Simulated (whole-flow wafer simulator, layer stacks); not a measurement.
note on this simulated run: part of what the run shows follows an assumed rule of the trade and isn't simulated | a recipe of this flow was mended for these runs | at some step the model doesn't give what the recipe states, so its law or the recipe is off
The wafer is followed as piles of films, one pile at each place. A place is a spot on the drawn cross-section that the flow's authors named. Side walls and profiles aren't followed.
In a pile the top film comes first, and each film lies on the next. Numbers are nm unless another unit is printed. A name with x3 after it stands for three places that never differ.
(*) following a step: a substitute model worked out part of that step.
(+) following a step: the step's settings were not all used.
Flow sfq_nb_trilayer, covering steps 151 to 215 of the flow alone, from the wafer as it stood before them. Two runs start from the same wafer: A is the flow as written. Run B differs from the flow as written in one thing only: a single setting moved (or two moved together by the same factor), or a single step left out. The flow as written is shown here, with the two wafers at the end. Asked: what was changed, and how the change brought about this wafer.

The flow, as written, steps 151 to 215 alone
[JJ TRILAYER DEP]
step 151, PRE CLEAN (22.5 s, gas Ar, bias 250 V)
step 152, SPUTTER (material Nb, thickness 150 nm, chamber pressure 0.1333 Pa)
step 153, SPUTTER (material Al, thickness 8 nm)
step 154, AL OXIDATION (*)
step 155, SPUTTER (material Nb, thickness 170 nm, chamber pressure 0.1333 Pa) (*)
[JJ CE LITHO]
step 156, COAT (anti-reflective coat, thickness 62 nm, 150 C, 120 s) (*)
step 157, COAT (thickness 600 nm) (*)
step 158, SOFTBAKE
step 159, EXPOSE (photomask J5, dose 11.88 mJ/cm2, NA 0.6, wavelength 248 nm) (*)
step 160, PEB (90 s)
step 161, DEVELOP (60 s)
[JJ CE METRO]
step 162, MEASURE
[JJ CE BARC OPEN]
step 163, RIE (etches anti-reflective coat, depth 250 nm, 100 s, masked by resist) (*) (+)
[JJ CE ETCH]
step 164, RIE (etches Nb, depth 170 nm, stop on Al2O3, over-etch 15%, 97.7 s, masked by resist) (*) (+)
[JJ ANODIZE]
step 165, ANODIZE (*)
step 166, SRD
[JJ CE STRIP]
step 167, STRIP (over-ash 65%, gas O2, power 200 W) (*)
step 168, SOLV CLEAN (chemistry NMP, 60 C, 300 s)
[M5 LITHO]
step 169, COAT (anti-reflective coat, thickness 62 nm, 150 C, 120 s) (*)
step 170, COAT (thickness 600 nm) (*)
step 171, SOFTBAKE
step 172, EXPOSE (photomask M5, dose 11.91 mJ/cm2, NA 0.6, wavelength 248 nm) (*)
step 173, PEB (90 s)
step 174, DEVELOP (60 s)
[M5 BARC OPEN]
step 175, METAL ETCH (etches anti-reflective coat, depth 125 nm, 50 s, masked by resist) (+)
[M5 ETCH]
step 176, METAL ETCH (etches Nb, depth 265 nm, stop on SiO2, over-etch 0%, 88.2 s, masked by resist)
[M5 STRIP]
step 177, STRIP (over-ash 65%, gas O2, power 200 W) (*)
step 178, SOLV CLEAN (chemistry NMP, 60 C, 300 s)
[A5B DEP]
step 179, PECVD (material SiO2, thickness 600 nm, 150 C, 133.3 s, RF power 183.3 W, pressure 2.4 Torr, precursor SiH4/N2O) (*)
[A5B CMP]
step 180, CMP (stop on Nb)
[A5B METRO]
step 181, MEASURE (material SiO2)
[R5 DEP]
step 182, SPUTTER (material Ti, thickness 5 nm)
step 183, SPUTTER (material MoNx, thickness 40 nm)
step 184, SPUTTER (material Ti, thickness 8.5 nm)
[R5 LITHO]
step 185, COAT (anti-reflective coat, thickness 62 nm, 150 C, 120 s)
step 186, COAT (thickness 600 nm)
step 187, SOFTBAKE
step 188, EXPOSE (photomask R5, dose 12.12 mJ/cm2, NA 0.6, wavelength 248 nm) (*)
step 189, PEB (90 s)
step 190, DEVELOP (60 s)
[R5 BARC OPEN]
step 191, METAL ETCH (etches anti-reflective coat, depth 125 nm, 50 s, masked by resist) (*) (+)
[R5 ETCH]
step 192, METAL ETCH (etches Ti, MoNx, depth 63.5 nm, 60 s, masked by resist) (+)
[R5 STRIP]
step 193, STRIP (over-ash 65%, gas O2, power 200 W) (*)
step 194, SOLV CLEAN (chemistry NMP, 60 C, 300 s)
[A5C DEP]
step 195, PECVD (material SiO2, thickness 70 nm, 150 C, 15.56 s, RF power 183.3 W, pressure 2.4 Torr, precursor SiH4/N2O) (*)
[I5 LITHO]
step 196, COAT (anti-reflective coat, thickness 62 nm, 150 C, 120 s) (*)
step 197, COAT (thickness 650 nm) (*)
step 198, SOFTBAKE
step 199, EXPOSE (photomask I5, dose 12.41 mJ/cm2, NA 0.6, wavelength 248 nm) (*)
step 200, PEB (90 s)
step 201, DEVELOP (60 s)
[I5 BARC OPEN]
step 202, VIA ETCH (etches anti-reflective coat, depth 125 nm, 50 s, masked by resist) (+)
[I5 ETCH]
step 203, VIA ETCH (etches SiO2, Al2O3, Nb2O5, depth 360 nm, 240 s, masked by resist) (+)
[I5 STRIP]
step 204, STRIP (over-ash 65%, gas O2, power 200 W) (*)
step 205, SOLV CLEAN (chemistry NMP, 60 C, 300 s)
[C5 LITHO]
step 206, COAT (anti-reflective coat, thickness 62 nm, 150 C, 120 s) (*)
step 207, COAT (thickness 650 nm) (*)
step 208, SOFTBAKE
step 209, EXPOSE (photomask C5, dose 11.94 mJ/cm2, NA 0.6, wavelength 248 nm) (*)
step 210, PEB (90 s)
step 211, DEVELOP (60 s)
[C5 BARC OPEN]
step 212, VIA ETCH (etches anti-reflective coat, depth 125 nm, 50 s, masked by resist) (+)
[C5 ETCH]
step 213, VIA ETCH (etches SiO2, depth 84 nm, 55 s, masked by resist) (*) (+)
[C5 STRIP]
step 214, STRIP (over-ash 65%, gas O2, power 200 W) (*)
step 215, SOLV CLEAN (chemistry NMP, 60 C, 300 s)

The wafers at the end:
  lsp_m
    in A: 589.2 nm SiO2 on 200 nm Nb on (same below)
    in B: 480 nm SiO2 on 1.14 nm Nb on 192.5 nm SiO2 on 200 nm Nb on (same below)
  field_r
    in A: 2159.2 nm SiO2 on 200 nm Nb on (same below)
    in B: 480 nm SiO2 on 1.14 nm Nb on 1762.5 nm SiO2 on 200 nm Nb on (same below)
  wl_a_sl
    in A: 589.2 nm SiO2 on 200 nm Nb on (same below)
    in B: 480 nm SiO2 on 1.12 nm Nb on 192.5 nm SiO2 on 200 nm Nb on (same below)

The reason: step 152, SPUTTER: thickness 234.4 nm was run, while the flow as written has thickness 150 nm.

How this came from the change, step by step:
  step 152, SPUTTER (material Nb, thickness 150 nm, chamber pressure 0.1333 Pa)
      field_l, v_sur, via_sp and 100 more: A Nb gains 150 (new film) | B Nb gains 234.4 (new film)
      via_wl, via_w, via_wr: A Nb gains 129.8 | B Nb gains 203.9
  step 153, SPUTTER (material Al, thickness 8 nm)
      via_wl, via_wr: A Al gains 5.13 (new film) | B Al gains 4.47 (new film)
  step 155, SPUTTER (material Nb, thickness 170 nm, chamber pressure 0.1333 Pa) (*)
      via_wl, via_wr: A Nb gains 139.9 (new film) | B Nb gains 109 (new film)
      via_w: A Nb gains 140.2 (new film) | B Nb gains 154.3 (new film)
  step 156, COAT (anti-reflective coat, thickness 62 nm, 150 C, 120 s) (*)
      via_wl, via_wr: A anti-reflective coat gains 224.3 (new film) | B anti-reflective coat gains 283.6 (new film)
      via_w: A anti-reflective coat gains 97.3 (new film) | B anti-reflective coat gains 104.5 (new film)
  step 157, COAT (thickness 600 nm) (*)
      via_wl: A KrF-resist-other-grade gains 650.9 (new film) | B KrF-resist-other-grade gains 635.9 (new film)
      via_wr: A KrF-resist-other-grade gains 651.4 (new film) | B KrF-resist-other-grade gains 636.4 (new film)
  step 161, DEVELOP (60 s)
      via_wl: A KrF-resist-other-grade loses 649.5 (all of it) | B KrF-resist-other-grade loses 634.6 (all of it)
      via_wr: A KrF-resist-other-grade loses 650 (all of it) | B KrF-resist-other-grade loses 635.1 (all of it)
  step 163, RIE (etches anti-reflective coat, depth 250 nm, 100 s, masked by resist) (*) (+)
      via_wl, via_wr: A anti-reflective coat loses 224.3 (all of it) | B anti-reflective coat loses 250
      via_w: A anti-reflective coat loses 97.3 (all of it) | B anti-reflective coat loses 104.5 (all of it)
  step 164, RIE (etches Nb, depth 170 nm, stop on Al2O3, over-etch 15%, 97.7 s, masked by resist) (*) (+)
      via_wl, via_wr: A Nb loses 139.9 (all of it), Al2O3 loses 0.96 (all of it) | B anti-reflective coat loses 33.6 (all of it), Nb loses 109 (all of it), Al2O3 loses 0.96 (all of it)
      via_w: A Nb loses 140.2 (all of it), Al2O3 loses 0.96 (all of it) | B Nb loses 154.3 (all of it), Al2O3 loses 0.96 (all of it)
  step 165, ANODIZE (*)
      via_wl, via_wr: A Al2O3 gains 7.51 (new film), Nb2O5 gains 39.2 (new film), Al loses 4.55 (all of it), Nb loses 14.1 | B Al2O3 gains 6.42 (new film), Nb2O5 gains 41.1 (new film), Al loses 3.89 (all of it), Nb loses 14.8
      via_w: A Al2O3 gains 10.7 (new film), Nb2O5 gains 33.4 (new film), Al loses 6.51 (all of it), Nb loses 12 | B Al2O3 gains 10.2 (new film), Nb2O5 gains 34.4 (new film), Al loses 6.18 (all of it), Nb loses 12.4
  step 169, COAT (anti-reflective coat, thickness 62 nm, 150 C, 120 s) (*)
      via_wl, via_wr: A anti-reflective coat gains 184 (new film) | B anti-reflective coat gains 171.8 (new film)
      field_l: A anti-reflective coat gains 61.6 (new film) | B anti-reflective coat gains 58.5 (new film)
      (also at 3 further places)
  step 170, COAT (thickness 600 nm) (*)
      via_wl: A KrF-resist-other-grade gains 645 (new film) | B KrF-resist-other-grade gains 658.5 (new film)
      via_wr: A KrF-resist-other-grade gains 646 (new film) | B KrF-resist-other-grade gains 660 (new film)
  step 175, METAL ETCH (etches anti-reflective coat, depth 125 nm, 50 s, masked by resist) (+)
      field_l: A anti-reflective coat loses 61.6 (all of it), Al2O3 loses 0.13 | B anti-reflective coat loses 58.5 (all of it), Al2O3 loses 0.13
  step 176, METAL ETCH (etches Nb, depth 265 nm, stop on SiO2, over-etch 0%, 88.2 s, masked by resist)
      field_l, res, r_end and 47 more: A Al2O3 loses 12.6 (all of it), Nb2O5 loses 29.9 (all of it), Nb loses 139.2 (all of it), SiO2 loses 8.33 | B Al2O3 loses 12.6 (all of it), Nb2O5 loses 29.9 (all of it), Nb loses 222.5
      r_sur, wl_a_sl, wl_a_m6: A Al2O3 loses 12.5 (all of it), Nb2O5 loses 29.9 (all of it), Nb loses 139.2 (all of it), SiO2 loses 8.33 | B Al2O3 loses 12.5 (all of it), Nb2O5 loses 29.9 (all of it), Nb loses 222.5
  step 177, STRIP (over-ash 65%, gas O2, power 200 W) (*)
      v_sur: A KrF-resist-other-grade loses 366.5 (all of it), anti-reflective coat loses 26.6 (all of it) | B KrF-resist-other-grade loses 362.8 (all of it), anti-reflective coat loses 23 (all of it)
      via_wl: A KrF-resist-other-grade loses 418.2 (all of it), anti-reflective coat loses 184 (all of it) | B KrF-resist-other-grade loses 431.6 (all of it), anti-reflective coat loses 171.8 (all of it)
      (also at 3 further places)
  step 179, PECVD (material SiO2, thickness 600 nm, 150 C, 133.3 s, RF power 183.3 W, pressure 2.4 Torr, precursor SiH4/N2O) (*)
      field_l, p4_fl x5, p4_w1 x9 and 27 more: A SiO2 gains 600 | B SiO2 gains 600 (new film)
      r_sur, res, r_end, moat, field_r, lsp_l: A SiO2 gains 593.1 | B SiO2 gains 590.4 (new film)
      (also at 5 further places)
  step 180, CMP (stop on Nb)
      field_l, p4_fl x5, p4_w1 x9 and 25 more: A SiO2 loses 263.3 | B SiO2 loses 188.4
      r_sur, res, r_end, moat, field_r, lsp_l: A SiO2 loses 256.4 | B SiO2 loses 178.7
      (also at 10 further places)
Taking metal films that touch as one body, lsp_m has 3 bodies (between them, from the top down: SiO2 192.5; SiO2 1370); the flow as written gives 2 bodies (between them, from the top down: SiO2 1370).
Taking metal films that touch as one body, field_r has 2 bodies (between them, from the top down: SiO2 1762.5); the flow as written gives 1 body.
Taking metal films that touch as one body, wl_a_sl has 6 bodies (between them, from the top down: SiO2 192.5; SiO2 192.5; SiO2 192.5; SiO2 192.5; SiO2 192.5); the flow as written gives 5 bodies (between them, from the top down: SiO2 192.5; SiO2 192.5; SiO2 192.5; SiO2 192.5).
